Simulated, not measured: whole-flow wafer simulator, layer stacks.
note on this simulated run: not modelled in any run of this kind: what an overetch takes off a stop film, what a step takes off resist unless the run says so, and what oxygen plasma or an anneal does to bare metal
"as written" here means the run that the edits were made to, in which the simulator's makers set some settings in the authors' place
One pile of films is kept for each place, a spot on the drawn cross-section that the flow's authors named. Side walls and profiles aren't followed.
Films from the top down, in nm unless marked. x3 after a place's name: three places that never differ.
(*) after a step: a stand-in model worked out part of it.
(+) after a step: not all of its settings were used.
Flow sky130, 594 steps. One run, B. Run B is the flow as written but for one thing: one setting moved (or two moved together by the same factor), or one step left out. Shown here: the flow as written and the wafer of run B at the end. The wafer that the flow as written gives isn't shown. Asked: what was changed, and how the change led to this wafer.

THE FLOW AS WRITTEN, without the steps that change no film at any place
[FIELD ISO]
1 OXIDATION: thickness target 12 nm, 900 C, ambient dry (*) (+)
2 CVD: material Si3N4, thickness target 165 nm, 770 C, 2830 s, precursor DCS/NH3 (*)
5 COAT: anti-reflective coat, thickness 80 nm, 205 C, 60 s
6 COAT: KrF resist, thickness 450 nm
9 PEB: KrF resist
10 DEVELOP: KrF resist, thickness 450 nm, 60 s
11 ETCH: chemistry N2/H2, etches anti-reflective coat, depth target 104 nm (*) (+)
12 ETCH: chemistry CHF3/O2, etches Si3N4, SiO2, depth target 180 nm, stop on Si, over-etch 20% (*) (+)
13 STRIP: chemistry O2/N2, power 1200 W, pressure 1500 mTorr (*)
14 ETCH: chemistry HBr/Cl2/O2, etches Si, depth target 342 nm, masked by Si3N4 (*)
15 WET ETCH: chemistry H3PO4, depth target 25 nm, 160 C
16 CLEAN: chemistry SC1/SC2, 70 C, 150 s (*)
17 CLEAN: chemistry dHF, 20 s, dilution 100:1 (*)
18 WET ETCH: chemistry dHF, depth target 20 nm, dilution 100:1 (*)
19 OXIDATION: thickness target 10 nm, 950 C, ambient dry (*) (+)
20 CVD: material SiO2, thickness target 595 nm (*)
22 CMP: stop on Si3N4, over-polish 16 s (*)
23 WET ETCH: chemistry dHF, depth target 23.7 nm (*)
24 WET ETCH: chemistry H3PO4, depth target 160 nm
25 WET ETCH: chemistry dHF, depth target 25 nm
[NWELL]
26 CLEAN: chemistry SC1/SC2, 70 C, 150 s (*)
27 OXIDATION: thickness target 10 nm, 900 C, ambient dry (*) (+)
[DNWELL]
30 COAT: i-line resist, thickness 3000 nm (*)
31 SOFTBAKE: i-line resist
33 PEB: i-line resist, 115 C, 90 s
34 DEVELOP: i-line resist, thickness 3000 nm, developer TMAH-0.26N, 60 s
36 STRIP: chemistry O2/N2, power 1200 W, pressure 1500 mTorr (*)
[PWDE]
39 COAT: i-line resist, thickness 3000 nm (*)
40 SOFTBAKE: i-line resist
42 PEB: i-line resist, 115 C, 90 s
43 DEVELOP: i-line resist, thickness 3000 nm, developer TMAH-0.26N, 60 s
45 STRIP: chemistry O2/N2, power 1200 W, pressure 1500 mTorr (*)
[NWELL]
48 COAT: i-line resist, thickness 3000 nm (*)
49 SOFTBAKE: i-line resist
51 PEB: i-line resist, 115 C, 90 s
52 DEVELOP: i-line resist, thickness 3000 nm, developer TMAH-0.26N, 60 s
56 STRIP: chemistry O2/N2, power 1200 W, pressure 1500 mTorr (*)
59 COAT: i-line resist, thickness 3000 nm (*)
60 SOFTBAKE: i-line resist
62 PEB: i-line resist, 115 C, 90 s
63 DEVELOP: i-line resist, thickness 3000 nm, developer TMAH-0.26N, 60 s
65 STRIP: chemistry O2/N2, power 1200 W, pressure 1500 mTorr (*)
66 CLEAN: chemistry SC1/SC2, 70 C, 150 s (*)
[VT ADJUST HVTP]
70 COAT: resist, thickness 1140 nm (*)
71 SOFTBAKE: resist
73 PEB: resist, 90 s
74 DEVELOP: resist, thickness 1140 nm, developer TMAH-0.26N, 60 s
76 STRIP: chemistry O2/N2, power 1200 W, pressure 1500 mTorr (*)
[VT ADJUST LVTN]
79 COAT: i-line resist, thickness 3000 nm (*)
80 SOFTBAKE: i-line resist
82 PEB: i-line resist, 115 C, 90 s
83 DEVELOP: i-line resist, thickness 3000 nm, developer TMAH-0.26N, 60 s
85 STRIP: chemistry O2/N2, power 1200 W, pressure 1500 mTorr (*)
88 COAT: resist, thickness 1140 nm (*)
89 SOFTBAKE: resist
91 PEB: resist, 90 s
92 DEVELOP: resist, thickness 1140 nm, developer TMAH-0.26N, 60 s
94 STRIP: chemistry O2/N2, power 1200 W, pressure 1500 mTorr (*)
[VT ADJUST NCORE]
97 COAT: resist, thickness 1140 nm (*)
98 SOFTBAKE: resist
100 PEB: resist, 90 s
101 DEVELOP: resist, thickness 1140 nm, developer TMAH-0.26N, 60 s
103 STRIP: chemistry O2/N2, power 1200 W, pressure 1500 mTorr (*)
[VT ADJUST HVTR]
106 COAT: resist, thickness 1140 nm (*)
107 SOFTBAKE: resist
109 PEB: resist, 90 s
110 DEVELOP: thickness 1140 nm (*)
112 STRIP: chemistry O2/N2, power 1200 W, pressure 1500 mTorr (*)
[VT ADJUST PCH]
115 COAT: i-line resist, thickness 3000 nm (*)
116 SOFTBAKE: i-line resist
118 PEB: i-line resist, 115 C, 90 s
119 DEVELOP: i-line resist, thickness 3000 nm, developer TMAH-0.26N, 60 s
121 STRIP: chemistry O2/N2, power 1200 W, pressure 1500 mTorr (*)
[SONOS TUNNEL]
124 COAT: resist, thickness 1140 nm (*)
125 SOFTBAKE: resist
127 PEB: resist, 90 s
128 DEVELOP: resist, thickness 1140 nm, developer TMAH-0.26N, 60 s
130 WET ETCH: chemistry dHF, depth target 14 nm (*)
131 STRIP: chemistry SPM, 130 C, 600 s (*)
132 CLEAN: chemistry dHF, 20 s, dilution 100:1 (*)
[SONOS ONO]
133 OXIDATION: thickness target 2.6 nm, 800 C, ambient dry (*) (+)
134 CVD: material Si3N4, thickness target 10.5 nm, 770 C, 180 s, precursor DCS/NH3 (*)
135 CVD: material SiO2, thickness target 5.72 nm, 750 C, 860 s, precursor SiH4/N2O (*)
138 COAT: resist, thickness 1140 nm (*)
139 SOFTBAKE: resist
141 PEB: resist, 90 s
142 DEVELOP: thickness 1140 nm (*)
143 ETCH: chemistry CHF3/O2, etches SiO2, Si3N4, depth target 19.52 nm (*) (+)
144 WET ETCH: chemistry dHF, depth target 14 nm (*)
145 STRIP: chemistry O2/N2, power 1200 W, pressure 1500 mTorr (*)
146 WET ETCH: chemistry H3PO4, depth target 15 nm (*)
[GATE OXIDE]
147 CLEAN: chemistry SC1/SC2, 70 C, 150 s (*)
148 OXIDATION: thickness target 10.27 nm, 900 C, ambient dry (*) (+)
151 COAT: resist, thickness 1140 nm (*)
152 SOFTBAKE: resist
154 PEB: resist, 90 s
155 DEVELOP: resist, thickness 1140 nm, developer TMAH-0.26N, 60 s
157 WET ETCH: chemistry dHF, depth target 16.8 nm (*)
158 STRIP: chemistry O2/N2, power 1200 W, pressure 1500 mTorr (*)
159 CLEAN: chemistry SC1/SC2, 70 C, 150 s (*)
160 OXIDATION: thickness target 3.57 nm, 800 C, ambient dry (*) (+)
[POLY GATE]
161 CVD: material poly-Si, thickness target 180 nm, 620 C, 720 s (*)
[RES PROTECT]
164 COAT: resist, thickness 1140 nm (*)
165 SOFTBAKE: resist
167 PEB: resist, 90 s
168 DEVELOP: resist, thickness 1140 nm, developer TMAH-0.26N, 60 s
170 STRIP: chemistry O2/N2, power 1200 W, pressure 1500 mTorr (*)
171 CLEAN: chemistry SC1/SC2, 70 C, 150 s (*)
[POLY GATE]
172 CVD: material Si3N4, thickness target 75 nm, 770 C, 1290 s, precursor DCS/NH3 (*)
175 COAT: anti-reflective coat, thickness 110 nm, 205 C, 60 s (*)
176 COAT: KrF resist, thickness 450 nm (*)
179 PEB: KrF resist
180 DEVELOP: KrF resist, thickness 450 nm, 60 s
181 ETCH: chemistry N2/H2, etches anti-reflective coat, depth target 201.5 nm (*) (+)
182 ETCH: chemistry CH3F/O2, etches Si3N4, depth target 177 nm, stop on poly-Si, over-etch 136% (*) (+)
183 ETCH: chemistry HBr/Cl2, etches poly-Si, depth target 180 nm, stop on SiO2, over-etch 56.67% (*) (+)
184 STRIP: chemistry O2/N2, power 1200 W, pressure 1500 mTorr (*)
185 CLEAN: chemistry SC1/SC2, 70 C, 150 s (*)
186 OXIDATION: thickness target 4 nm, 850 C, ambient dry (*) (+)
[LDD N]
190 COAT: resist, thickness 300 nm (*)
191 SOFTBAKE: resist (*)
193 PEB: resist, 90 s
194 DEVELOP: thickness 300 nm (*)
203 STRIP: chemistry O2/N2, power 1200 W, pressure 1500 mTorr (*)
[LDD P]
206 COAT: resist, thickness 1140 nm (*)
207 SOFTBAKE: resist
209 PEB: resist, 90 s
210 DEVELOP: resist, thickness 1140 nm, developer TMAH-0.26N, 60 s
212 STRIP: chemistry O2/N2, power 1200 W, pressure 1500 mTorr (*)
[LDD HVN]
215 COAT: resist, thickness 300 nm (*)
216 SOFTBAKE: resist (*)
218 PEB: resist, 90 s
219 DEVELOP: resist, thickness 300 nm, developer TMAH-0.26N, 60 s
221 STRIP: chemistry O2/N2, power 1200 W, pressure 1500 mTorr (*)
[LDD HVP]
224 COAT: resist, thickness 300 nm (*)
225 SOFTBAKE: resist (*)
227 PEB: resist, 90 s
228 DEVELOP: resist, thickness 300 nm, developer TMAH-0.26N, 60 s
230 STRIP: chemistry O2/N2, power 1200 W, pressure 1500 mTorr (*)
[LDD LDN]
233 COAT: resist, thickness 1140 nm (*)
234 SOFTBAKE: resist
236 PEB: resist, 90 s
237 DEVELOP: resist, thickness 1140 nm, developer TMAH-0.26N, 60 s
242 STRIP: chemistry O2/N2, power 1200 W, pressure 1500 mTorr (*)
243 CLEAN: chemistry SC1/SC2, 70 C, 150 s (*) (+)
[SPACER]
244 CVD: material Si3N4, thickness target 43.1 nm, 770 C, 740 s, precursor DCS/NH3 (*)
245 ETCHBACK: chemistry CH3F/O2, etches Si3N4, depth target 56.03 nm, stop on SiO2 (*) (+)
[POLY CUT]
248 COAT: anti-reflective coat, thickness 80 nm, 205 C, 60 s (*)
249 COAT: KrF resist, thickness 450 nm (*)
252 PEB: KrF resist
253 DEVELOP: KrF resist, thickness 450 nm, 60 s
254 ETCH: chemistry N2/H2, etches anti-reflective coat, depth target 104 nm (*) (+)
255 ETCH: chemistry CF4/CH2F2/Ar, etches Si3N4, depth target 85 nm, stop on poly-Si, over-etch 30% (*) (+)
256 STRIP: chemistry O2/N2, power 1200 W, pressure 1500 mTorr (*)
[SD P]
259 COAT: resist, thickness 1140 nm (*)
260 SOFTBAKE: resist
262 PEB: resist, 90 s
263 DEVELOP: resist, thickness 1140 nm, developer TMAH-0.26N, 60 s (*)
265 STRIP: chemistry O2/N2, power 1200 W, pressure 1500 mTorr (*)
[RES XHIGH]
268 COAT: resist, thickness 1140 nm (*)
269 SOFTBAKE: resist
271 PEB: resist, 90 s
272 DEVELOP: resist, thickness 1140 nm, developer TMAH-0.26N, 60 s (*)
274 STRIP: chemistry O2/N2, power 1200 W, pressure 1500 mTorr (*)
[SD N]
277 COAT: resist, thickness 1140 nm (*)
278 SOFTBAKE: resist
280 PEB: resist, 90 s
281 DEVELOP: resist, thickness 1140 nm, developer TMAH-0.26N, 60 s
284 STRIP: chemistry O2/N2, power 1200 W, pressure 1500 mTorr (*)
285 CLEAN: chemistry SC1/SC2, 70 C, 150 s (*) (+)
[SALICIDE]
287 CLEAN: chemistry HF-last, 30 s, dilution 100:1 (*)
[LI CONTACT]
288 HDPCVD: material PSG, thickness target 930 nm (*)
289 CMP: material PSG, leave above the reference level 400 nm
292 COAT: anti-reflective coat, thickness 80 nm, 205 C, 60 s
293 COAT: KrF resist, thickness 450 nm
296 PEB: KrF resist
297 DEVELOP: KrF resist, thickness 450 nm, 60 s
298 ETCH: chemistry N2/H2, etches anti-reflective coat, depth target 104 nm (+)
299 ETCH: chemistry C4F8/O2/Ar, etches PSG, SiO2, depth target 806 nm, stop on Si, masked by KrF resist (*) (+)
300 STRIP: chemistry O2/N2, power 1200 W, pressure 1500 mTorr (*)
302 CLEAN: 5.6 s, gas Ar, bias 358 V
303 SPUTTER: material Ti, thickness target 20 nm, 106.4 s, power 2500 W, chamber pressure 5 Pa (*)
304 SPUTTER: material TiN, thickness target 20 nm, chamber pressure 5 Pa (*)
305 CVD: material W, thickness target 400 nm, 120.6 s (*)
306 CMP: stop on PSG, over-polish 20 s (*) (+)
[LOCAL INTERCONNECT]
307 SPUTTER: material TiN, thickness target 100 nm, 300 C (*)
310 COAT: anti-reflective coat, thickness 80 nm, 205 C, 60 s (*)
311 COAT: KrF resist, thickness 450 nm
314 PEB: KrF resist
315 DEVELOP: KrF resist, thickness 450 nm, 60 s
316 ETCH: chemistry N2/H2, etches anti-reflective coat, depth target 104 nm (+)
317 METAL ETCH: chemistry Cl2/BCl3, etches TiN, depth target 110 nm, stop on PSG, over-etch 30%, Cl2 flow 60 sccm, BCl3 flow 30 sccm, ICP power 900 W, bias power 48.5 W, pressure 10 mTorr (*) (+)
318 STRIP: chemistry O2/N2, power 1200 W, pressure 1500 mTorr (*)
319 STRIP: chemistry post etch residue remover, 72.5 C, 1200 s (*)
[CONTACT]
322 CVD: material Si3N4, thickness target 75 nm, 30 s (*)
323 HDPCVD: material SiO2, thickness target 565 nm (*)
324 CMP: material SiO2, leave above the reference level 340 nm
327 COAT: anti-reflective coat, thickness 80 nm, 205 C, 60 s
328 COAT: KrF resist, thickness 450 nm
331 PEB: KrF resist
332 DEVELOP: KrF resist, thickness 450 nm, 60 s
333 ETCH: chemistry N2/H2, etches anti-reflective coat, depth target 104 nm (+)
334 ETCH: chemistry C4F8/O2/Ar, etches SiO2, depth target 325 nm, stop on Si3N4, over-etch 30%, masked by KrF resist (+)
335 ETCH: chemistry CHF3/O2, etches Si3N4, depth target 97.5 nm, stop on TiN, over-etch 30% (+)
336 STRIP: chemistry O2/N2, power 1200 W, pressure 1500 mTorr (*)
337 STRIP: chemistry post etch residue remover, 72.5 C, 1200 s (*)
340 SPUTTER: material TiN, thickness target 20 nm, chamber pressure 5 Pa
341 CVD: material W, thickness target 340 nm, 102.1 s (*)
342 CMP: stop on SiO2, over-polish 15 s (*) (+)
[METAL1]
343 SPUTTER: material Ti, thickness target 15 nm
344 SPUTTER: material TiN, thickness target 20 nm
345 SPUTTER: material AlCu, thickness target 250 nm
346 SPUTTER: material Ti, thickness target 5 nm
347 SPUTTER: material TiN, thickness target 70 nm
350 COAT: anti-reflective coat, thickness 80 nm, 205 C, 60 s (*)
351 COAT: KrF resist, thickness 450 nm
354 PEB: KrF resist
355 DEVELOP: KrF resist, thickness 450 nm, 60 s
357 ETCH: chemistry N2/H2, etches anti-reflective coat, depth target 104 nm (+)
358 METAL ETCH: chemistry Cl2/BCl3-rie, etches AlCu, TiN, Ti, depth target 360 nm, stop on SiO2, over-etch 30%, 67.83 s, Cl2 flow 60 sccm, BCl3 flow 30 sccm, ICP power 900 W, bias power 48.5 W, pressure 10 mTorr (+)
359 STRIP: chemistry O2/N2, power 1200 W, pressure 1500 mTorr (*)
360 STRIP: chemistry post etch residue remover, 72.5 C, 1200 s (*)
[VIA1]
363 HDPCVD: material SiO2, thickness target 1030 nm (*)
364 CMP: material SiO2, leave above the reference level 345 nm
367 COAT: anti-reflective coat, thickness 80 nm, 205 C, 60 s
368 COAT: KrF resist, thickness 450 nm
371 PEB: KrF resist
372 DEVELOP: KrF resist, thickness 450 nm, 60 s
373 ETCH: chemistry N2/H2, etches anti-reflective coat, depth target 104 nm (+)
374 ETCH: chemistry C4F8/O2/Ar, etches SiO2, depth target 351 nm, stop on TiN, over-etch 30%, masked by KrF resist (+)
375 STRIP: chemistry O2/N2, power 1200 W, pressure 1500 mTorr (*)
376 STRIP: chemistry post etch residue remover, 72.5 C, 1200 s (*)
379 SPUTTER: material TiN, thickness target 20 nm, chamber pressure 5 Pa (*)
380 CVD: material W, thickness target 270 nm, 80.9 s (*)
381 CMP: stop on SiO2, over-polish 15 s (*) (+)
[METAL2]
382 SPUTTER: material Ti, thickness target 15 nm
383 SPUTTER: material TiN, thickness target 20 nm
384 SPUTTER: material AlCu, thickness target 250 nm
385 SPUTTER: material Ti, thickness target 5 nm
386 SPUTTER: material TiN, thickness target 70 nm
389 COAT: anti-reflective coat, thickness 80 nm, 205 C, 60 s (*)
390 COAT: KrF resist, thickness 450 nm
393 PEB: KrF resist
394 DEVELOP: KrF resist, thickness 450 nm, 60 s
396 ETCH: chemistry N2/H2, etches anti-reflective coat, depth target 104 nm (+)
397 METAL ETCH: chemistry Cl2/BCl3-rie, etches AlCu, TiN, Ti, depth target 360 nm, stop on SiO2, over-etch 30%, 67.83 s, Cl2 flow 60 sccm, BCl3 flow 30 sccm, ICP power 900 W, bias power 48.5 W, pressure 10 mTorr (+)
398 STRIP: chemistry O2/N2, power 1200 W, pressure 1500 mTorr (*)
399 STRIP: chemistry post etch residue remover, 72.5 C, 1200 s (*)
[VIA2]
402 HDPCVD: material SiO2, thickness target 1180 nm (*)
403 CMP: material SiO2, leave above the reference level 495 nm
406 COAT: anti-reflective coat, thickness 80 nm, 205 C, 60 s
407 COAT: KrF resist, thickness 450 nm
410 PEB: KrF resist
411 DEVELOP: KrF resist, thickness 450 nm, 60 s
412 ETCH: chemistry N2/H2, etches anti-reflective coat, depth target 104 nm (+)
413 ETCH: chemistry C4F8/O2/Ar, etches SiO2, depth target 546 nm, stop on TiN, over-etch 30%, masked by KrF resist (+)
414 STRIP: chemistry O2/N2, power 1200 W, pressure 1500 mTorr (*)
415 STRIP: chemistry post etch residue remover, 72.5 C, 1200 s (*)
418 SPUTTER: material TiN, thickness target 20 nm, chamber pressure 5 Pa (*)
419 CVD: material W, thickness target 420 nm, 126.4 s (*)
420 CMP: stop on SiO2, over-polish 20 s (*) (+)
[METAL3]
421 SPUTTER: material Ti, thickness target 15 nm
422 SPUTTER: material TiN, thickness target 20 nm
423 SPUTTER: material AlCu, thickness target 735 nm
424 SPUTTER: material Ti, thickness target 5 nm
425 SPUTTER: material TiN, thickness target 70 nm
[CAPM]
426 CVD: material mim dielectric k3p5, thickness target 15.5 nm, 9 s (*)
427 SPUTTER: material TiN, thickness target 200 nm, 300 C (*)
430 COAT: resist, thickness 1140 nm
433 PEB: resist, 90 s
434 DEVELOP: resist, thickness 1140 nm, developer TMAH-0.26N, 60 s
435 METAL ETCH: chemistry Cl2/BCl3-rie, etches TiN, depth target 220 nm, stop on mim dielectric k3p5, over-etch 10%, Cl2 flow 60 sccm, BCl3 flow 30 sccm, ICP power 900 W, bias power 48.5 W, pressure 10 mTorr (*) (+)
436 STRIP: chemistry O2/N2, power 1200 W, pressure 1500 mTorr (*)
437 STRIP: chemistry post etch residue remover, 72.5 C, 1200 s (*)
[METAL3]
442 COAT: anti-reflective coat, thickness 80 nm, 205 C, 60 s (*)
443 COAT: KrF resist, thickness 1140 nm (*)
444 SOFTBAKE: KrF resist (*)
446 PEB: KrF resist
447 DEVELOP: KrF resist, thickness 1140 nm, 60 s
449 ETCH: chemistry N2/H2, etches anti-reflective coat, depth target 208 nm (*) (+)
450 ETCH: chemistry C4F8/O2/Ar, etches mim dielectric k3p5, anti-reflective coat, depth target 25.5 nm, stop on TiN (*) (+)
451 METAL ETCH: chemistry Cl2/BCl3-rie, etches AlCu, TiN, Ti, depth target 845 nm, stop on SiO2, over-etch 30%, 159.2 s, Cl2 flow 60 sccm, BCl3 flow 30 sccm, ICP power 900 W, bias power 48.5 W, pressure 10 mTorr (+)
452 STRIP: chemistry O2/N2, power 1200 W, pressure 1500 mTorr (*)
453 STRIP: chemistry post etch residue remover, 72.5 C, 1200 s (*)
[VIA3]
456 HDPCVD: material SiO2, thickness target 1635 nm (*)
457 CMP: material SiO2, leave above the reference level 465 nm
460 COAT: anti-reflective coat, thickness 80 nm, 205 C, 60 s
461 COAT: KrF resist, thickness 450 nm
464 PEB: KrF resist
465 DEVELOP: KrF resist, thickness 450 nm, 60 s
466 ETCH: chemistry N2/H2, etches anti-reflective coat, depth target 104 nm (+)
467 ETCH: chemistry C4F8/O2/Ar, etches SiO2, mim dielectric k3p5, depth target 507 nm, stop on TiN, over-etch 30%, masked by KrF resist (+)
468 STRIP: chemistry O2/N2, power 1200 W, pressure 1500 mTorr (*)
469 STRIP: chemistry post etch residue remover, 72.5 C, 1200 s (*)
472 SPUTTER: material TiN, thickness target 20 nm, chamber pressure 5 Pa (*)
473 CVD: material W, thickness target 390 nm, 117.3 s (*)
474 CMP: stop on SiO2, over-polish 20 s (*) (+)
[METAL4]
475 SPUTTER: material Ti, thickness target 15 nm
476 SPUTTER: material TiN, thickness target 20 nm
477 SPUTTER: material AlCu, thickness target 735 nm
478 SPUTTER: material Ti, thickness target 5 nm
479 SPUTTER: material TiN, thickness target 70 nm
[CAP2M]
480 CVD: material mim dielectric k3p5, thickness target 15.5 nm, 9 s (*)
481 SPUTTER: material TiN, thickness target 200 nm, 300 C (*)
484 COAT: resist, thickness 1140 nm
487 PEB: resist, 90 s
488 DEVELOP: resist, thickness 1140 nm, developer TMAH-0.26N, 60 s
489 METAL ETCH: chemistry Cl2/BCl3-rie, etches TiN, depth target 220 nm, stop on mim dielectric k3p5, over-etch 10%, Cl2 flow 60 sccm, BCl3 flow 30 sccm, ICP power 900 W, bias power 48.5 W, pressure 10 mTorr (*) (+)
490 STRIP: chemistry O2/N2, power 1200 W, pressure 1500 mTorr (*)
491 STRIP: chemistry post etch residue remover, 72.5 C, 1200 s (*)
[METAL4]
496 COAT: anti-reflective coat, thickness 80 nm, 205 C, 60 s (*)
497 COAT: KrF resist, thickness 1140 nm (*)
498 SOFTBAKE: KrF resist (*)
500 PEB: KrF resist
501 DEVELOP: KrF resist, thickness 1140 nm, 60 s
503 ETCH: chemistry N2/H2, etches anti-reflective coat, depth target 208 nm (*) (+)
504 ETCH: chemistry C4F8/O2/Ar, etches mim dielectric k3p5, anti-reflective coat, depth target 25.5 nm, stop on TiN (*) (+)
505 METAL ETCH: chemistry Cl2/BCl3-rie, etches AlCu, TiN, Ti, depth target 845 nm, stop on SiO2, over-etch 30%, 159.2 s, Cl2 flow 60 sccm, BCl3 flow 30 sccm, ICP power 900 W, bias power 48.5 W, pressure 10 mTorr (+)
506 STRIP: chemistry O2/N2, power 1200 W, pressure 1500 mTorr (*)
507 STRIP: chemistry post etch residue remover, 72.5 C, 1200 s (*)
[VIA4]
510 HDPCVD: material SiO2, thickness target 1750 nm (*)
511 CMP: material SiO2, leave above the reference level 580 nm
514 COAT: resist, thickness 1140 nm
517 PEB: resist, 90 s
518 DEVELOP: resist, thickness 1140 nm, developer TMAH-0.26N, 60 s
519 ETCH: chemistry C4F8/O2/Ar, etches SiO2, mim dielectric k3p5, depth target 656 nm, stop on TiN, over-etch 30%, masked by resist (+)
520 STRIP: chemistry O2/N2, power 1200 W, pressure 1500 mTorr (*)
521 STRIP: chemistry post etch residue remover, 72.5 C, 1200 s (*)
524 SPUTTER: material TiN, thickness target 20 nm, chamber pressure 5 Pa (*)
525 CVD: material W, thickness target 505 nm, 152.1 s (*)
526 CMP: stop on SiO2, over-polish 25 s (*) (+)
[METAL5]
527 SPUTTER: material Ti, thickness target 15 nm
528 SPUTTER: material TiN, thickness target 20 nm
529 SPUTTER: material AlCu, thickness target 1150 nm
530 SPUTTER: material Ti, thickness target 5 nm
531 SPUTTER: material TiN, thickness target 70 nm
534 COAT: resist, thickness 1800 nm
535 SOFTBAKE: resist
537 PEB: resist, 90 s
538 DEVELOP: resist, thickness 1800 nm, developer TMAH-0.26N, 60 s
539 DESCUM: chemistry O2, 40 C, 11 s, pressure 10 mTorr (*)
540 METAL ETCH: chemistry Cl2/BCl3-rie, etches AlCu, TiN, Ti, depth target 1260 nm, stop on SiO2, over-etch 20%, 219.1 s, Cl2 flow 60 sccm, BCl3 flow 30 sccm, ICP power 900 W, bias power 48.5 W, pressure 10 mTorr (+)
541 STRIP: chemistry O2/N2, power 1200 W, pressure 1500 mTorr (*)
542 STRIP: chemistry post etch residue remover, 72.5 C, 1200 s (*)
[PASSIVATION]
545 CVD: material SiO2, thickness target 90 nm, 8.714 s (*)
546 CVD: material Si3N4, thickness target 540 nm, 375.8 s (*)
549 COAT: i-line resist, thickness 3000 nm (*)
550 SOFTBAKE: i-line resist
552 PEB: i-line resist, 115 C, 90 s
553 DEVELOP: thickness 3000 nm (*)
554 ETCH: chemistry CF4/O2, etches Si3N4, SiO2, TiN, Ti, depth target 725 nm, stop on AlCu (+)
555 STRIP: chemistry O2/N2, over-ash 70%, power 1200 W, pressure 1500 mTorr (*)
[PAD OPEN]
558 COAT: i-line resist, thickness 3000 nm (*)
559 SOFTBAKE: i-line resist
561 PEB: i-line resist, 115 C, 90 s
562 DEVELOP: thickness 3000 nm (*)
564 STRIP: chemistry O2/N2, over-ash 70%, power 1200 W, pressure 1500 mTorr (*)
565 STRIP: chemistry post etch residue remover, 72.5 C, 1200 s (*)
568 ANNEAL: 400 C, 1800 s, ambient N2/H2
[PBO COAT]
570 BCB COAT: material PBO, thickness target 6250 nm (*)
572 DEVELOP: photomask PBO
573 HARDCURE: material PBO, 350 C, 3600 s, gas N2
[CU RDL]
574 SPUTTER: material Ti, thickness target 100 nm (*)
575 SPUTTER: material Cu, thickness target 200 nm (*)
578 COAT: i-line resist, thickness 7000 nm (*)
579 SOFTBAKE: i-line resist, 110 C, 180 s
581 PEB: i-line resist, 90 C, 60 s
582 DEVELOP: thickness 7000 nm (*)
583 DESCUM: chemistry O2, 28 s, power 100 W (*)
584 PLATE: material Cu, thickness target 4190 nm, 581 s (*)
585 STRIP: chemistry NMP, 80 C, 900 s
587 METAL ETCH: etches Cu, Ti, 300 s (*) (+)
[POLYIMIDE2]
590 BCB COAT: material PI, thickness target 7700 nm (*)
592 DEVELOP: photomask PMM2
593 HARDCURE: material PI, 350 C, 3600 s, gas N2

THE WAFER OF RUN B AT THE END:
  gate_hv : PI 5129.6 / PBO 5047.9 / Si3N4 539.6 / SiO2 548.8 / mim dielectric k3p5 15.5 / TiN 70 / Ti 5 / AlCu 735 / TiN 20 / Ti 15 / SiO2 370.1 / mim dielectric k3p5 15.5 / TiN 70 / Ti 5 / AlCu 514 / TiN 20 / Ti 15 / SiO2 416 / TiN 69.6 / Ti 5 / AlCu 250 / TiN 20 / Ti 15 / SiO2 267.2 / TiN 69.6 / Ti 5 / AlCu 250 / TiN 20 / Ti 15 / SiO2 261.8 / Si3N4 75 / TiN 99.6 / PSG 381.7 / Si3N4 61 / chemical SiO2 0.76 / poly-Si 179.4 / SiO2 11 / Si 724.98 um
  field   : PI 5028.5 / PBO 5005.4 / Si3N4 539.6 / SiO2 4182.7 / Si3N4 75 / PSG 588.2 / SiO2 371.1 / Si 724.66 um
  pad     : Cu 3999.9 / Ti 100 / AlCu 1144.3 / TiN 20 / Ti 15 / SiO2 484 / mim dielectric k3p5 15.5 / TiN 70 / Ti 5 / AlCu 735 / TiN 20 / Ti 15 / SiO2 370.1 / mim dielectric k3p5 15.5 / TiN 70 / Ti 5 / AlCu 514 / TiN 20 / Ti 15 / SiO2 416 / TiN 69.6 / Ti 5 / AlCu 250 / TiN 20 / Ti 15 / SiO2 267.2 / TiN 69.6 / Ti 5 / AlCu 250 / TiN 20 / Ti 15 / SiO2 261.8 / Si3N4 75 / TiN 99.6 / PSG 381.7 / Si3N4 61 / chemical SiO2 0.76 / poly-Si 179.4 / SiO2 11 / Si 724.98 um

The cause: step 423, SPUTTER: thickness target 514 nm was run, where the flow has thickness target 735 nm.
It can be read off the wafer: gate_hv has AlCu 514, and step 423 as written asks for 735 nm.

How the change led to this, step by step:
  423 SPUTTER: material AlCu, thickness target 735 nm
      field, active, n_well and 188 more: AlCu +514 (new film) (as written it would be: AlCu +735 (new film))
  451 METAL ETCH: chemistry Cl2/BCl3-rie, etches AlCu, TiN, Ti, depth target 845 nm, stop on SiO2, over-etch 30%, 159.2 s, Cl2 flow 60 sccm, BCl3 flow 30 sccm, ICP power 900 W, bias power 48.5 W, pressure 10 mTorr (+)
      field, active, gate and 67 more: TiN -70 (all of it), Ti -5 (all of it), AlCu -514 (all of it), TiN -20 (all of it), Ti -15 (all of it), SiO2 -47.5 (as written it would be: TiN -70 (all of it), Ti -5 (all of it), AlCu -735 (all of it), TiN -20 (all of it), Ti -15 (all of it), SiO2 -25.4)
      vpp_ln, vpp_iso2, ndiff_ln and 9 more: TiN -70 (all of it), Ti -5 (all of it), AlCu -514 (all of it), TiN -20 (all of it), Ti -15 (all of it), SiO2 -47.4 (as written it would be: TiN -70 (all of it), Ti -5 (all of it), AlCu -735 (all of it), TiN -20 (all of it), Ti -15 (all of it), SiO2 -25.3)
      (and at 3 more places)
  457 CMP: material SiO2, leave above the reference level 465 nm
      field, active, gate and 62 more: SiO2 -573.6 (as written it would be: SiO2 -374.7)
      vpp_ln, vpp_iso1, vpp_iso2 and 17 more: SiO2 -573.5 (as written it would be: SiO2 -374.7)
